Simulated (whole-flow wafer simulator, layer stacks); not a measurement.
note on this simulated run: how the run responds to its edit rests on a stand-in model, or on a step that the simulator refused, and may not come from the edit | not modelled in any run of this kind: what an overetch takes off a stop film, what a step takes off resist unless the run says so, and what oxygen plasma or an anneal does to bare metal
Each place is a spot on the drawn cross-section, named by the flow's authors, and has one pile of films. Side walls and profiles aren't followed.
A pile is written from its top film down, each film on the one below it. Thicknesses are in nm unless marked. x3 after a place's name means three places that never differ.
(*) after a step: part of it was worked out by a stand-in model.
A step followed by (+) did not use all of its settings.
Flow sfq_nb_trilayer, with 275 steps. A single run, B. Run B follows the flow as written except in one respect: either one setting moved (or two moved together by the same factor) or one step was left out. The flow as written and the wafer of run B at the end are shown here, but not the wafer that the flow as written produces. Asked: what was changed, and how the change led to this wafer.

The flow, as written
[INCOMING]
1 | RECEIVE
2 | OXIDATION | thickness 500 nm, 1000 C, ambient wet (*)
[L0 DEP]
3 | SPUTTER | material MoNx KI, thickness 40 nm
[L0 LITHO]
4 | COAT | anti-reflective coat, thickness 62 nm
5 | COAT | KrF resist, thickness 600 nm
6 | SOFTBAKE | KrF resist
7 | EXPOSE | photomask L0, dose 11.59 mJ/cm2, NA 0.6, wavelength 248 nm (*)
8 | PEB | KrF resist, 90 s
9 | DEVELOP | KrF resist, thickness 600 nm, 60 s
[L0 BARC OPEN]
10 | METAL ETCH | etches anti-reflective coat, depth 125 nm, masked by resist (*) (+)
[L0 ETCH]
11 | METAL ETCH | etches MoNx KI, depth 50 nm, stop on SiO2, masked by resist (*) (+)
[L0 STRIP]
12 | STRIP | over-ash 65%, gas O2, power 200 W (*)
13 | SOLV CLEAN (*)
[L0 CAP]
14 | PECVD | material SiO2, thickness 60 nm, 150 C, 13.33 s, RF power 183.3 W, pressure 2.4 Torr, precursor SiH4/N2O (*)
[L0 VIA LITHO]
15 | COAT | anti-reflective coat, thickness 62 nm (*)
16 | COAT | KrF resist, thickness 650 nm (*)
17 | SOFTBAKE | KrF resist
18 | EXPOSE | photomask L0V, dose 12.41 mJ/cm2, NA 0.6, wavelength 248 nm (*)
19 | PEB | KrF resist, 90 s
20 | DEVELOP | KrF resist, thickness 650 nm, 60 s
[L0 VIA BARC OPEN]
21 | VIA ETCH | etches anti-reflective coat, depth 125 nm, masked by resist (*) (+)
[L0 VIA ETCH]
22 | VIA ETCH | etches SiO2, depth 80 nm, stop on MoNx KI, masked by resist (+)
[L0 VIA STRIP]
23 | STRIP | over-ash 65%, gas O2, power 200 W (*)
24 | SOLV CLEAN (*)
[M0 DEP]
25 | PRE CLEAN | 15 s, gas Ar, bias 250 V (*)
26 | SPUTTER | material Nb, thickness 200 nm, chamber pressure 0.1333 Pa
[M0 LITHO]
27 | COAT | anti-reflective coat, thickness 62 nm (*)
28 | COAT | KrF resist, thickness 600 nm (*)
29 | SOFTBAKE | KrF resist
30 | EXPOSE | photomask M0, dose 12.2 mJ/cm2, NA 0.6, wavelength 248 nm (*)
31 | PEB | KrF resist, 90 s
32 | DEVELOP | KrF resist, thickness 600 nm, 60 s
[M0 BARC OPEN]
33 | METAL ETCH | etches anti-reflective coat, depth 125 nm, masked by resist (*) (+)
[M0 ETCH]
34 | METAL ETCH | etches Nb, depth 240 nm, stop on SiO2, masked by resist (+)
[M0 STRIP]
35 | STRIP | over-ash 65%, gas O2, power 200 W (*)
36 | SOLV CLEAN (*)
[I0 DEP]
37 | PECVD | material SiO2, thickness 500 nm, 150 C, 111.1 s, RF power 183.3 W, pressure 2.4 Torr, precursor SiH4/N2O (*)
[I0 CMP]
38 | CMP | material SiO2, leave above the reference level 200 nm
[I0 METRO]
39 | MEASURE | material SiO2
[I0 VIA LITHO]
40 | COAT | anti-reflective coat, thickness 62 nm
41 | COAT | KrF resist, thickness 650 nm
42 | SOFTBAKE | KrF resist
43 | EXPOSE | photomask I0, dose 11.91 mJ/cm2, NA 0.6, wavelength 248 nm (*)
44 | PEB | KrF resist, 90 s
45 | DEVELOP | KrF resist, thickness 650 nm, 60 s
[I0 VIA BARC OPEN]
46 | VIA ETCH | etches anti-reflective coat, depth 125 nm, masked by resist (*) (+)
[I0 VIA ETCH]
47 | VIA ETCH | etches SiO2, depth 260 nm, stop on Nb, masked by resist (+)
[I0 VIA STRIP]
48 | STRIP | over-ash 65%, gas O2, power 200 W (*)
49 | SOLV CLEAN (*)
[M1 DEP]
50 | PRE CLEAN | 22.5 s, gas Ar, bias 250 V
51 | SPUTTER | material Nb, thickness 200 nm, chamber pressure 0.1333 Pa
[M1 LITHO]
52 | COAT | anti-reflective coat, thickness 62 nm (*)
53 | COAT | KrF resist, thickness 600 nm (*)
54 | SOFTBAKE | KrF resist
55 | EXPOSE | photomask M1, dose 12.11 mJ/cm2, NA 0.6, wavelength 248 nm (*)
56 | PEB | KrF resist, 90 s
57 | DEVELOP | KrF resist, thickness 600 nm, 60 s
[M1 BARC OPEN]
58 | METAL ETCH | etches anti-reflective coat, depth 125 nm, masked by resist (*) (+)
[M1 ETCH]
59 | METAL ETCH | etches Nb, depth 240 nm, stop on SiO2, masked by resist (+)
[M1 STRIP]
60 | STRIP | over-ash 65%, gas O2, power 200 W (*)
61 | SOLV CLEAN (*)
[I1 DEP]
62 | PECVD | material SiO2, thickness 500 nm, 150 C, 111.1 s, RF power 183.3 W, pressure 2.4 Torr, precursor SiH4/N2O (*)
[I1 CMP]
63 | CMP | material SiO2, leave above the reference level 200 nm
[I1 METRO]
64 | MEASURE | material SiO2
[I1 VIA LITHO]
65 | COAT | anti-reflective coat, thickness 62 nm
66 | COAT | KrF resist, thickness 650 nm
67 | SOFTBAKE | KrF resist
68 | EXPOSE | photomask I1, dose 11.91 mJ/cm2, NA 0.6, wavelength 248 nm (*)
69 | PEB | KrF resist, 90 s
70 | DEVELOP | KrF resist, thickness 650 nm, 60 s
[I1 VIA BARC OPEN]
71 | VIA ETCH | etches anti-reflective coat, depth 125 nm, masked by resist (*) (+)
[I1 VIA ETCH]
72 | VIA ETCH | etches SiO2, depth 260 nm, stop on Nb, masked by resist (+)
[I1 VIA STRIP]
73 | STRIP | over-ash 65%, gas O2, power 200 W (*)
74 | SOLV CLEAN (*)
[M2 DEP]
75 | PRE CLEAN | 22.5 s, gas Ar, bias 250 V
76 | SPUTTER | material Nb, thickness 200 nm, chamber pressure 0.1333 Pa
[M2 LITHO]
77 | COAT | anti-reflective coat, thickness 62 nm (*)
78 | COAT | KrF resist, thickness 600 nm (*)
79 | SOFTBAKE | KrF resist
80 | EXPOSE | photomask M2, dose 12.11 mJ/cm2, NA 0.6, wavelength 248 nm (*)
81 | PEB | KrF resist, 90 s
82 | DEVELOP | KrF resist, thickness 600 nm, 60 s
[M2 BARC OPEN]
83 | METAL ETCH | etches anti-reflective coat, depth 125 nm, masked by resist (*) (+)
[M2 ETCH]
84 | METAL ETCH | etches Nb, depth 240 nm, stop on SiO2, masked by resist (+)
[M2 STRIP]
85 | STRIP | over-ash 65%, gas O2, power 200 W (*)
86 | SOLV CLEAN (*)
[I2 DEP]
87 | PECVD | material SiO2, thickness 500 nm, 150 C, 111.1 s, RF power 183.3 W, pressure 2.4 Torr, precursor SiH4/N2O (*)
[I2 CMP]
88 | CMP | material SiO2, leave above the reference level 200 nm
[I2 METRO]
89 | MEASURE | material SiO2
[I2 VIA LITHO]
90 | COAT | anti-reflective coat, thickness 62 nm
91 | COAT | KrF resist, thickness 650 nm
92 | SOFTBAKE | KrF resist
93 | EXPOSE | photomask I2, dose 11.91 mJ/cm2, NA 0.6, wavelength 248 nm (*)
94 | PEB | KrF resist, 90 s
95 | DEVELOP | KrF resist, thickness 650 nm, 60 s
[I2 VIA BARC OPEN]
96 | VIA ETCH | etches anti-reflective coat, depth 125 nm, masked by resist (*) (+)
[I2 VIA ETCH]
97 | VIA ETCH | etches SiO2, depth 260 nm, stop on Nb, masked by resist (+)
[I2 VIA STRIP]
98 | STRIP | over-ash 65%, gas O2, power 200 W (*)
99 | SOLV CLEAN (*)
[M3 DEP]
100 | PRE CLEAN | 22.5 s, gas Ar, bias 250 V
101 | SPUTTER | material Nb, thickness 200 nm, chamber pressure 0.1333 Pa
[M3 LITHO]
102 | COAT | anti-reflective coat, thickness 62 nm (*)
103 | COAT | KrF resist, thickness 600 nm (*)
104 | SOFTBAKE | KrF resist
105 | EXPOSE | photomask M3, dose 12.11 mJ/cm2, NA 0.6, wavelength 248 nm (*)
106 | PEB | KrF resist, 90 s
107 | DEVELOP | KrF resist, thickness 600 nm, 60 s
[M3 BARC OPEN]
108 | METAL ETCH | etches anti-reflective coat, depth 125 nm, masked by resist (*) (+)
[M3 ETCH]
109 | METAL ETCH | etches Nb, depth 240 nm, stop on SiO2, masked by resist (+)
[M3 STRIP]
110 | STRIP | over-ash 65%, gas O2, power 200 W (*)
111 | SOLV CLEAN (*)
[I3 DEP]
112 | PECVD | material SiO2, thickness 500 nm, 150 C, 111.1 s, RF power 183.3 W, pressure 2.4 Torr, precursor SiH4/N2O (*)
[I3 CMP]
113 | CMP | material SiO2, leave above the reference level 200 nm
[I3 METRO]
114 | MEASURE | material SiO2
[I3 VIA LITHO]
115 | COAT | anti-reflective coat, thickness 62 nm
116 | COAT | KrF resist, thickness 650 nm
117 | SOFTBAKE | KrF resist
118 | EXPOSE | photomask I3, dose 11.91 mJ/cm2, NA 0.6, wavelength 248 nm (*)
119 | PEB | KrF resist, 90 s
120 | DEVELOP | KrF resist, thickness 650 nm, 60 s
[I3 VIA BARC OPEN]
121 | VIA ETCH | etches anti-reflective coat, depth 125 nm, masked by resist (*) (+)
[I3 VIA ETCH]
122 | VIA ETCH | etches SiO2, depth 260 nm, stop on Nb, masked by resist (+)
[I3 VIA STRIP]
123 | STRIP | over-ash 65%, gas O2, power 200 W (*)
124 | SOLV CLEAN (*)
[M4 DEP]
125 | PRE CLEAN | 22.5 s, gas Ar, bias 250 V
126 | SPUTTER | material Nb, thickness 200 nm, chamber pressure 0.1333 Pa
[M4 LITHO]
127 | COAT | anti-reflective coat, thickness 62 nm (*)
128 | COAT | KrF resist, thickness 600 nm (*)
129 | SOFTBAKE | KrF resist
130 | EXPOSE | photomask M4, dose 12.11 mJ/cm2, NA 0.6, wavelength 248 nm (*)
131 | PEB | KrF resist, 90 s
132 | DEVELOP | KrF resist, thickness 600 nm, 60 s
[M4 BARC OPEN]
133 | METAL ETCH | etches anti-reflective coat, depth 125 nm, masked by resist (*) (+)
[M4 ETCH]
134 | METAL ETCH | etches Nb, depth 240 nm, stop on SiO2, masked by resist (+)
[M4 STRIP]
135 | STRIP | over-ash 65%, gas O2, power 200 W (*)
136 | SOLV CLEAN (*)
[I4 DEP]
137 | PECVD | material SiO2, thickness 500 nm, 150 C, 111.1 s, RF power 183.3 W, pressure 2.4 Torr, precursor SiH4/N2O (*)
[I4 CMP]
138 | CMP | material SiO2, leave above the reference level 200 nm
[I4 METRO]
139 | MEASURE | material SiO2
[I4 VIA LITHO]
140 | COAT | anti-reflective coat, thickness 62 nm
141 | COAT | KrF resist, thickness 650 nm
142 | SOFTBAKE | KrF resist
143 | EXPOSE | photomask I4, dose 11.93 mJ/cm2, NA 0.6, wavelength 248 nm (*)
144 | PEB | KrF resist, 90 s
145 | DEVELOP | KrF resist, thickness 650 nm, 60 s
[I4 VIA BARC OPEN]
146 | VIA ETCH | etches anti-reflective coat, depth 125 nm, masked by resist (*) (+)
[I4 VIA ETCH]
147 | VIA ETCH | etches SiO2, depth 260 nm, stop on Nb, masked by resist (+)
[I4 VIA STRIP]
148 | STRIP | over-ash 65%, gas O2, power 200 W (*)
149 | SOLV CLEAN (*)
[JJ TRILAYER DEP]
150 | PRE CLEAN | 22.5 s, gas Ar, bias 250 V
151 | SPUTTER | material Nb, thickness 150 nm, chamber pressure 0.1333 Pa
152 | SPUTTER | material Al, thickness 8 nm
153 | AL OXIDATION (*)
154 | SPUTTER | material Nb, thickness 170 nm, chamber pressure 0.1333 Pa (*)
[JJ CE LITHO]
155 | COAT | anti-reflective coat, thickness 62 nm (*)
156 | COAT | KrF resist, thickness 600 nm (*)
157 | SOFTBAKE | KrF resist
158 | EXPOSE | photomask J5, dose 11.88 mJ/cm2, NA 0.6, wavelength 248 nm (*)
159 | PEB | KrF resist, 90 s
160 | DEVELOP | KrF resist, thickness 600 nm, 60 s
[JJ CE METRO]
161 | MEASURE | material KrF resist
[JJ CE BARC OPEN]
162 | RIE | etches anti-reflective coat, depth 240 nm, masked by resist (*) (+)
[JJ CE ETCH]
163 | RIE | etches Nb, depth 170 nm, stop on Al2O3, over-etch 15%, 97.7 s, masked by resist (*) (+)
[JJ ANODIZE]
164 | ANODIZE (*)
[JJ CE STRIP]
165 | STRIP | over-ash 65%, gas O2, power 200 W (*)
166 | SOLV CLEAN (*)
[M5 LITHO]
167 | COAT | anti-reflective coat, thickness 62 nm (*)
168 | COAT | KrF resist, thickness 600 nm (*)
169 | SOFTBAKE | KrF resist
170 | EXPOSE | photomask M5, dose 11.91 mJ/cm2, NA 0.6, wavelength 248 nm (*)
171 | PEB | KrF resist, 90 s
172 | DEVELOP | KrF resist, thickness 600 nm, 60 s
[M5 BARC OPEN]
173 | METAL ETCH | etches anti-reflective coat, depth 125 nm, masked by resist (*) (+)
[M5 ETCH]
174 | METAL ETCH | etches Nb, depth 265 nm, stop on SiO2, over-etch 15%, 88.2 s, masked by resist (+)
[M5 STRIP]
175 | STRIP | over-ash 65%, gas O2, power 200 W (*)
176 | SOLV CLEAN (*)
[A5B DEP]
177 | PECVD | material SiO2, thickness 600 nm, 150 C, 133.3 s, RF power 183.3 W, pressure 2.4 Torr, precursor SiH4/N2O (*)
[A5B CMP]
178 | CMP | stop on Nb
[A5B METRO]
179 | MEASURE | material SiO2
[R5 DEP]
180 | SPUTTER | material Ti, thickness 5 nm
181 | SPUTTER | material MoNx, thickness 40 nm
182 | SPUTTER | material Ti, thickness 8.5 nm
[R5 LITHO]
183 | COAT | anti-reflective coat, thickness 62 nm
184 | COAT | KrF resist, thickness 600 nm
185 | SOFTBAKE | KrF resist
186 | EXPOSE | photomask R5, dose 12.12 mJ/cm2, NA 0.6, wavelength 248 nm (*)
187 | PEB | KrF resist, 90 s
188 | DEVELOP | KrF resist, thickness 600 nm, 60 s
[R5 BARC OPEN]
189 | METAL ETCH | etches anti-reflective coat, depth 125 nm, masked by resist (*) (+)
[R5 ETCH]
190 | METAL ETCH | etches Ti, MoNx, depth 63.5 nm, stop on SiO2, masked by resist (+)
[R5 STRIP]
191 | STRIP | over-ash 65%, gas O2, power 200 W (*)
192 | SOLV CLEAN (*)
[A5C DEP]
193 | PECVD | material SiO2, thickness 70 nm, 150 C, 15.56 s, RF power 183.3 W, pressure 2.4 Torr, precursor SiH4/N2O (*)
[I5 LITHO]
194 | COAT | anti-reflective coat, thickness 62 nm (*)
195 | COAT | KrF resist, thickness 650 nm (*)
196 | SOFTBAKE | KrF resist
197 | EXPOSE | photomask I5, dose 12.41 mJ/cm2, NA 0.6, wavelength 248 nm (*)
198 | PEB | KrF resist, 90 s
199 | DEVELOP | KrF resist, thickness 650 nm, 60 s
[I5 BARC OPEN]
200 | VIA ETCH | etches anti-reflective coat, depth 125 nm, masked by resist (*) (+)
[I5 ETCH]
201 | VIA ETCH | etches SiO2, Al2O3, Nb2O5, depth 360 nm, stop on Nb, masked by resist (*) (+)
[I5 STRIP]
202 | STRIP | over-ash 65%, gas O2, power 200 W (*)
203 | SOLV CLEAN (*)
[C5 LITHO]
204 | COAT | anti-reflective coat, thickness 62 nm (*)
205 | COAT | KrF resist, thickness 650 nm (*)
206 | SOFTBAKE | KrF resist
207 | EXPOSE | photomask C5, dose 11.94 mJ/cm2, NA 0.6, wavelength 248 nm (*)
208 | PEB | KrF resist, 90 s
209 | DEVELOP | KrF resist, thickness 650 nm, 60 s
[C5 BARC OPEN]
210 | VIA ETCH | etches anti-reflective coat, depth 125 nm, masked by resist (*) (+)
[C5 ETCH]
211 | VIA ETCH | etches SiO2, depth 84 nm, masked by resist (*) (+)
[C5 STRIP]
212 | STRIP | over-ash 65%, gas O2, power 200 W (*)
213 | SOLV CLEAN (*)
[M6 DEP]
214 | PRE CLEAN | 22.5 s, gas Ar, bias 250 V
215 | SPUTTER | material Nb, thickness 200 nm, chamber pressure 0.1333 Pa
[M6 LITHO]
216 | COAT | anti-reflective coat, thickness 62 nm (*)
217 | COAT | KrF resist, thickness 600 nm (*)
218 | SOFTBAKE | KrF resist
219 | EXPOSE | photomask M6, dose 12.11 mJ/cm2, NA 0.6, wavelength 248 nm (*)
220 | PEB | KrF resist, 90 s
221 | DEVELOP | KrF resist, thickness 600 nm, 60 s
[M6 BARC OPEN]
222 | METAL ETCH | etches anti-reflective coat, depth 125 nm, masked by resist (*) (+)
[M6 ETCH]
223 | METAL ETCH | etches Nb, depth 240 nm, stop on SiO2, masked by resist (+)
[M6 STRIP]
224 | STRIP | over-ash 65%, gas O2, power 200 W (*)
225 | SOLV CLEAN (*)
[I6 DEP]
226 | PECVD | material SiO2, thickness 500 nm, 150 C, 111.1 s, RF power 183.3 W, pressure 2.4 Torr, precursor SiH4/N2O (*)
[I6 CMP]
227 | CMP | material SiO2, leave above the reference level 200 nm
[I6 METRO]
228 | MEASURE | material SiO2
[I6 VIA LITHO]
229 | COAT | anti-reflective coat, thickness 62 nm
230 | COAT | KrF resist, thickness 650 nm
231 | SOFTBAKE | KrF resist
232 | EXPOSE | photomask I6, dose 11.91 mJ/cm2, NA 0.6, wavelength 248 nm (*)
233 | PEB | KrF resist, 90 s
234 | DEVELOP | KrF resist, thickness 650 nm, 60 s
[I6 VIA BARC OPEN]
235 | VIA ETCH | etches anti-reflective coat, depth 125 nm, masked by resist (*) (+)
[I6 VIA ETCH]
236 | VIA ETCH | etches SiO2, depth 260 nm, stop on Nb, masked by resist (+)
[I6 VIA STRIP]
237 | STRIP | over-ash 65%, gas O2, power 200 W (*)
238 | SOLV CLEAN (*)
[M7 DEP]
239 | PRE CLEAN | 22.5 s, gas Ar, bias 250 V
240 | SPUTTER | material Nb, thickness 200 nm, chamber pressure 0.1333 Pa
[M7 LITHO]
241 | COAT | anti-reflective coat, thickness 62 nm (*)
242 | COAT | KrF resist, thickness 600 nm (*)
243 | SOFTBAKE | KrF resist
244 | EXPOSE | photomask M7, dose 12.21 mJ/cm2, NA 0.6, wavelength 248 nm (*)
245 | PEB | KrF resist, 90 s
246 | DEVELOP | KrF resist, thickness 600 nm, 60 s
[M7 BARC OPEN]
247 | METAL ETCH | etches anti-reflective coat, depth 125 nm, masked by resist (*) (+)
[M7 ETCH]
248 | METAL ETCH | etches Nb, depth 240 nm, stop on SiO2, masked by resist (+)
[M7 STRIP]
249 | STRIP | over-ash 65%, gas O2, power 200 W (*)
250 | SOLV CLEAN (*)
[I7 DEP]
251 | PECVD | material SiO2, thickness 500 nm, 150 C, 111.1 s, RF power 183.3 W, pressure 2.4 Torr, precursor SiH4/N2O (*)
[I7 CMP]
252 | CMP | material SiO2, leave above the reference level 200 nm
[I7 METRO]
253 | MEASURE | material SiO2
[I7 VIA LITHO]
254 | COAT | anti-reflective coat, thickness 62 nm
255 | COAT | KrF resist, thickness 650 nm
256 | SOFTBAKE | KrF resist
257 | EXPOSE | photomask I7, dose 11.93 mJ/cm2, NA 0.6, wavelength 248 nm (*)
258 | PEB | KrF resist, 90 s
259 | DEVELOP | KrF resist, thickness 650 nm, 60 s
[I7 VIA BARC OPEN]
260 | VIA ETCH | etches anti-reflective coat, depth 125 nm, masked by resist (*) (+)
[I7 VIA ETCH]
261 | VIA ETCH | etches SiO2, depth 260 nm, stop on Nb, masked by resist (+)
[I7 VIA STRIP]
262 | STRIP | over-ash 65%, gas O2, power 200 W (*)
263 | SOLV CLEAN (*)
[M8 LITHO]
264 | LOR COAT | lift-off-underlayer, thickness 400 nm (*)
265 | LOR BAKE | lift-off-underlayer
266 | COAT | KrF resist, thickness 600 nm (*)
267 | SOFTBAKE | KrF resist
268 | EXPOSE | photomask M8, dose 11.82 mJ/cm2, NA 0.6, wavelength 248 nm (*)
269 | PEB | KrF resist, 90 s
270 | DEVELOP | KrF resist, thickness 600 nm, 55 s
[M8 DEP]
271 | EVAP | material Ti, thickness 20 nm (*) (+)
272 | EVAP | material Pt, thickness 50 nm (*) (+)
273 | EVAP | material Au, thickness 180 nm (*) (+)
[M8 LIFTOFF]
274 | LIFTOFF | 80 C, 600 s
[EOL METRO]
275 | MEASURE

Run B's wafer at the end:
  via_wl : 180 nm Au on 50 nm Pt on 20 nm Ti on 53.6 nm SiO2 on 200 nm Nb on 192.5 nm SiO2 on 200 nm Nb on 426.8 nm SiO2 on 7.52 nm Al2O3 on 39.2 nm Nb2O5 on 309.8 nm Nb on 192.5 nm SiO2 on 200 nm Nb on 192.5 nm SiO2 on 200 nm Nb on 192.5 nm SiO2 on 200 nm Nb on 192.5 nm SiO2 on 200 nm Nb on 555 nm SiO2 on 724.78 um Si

What caused this: step 261, VIA ETCH: depth 146.2 nm was run, whereas the flow has depth 260 nm.

The path from the change to this, step by step:
  261 | VIA ETCH | etches SiO2, depth 260 nm, stop on Nb, masked by resist (+)
      via_wl, via_w, via_wr: -146.2 SiO2 (as written it would have been: -199.8 SiO2 (all of it))
      field_l, v_sur, via_sp and 100 more: -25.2 KrF resist (as written it would have been: -44.8 KrF resist)
  262 | STRIP | over-ash 65%, gas O2, power 200 W (*)
      field_l, v_sur, via_sp and 100 more: -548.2 KrF resist (all of it), -62 anti-reflective coat (all of it) (as written it would have been: -528.6 KrF resist (all of it), -62 anti-reflective coat (all of it))
  264 | LOR COAT | lift-off-underlayer, thickness 400 nm (*)
      via_wl, via_wr: +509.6 lift-off-underlayer (new film) (as written it would have been: +549.8 lift-off-underlayer (new film))
      v_sur: +377.6 lift-off-underlayer (new film) (as written it would have been: +369.4 lift-off-underlayer (new film))
      (also at 1 further place)
  270 | DEVELOP | KrF resist, thickness 600 nm, 55 s
      v_sur: -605 KrF resist (all of it), -377.6 lift-off-underlayer (all of it) (as written it would have been: -607.3 KrF resist (all of it), -369.4 lift-off-underlayer (all of it))
      via_wl: -617.1 KrF resist (all of it), -509.6 lift-off-underlayer (all of it) (as written it would have been: -623.9 KrF resist (all of it), -549.8 lift-off-underlayer (all of it))
      (also at 2 further places)
Taking metal films that touch as one body, via_wl has 8 bodies (between them, from the top down: SiO2 53.6; SiO2 192.5; SiO2 426.8 / Al2O3 7.52 / Nb2O5 39.2; SiO2 192.5; SiO2 192.5; SiO2 192.5; SiO2 192.5); the flow as written gives 7 bodies (between them, from the top down: SiO2 192.5; SiO2 426.8 / Al2O3 7.52 / Nb2O5 39.2; SiO2 192.5; SiO2 192.5; SiO2 192.5; SiO2 192.5).
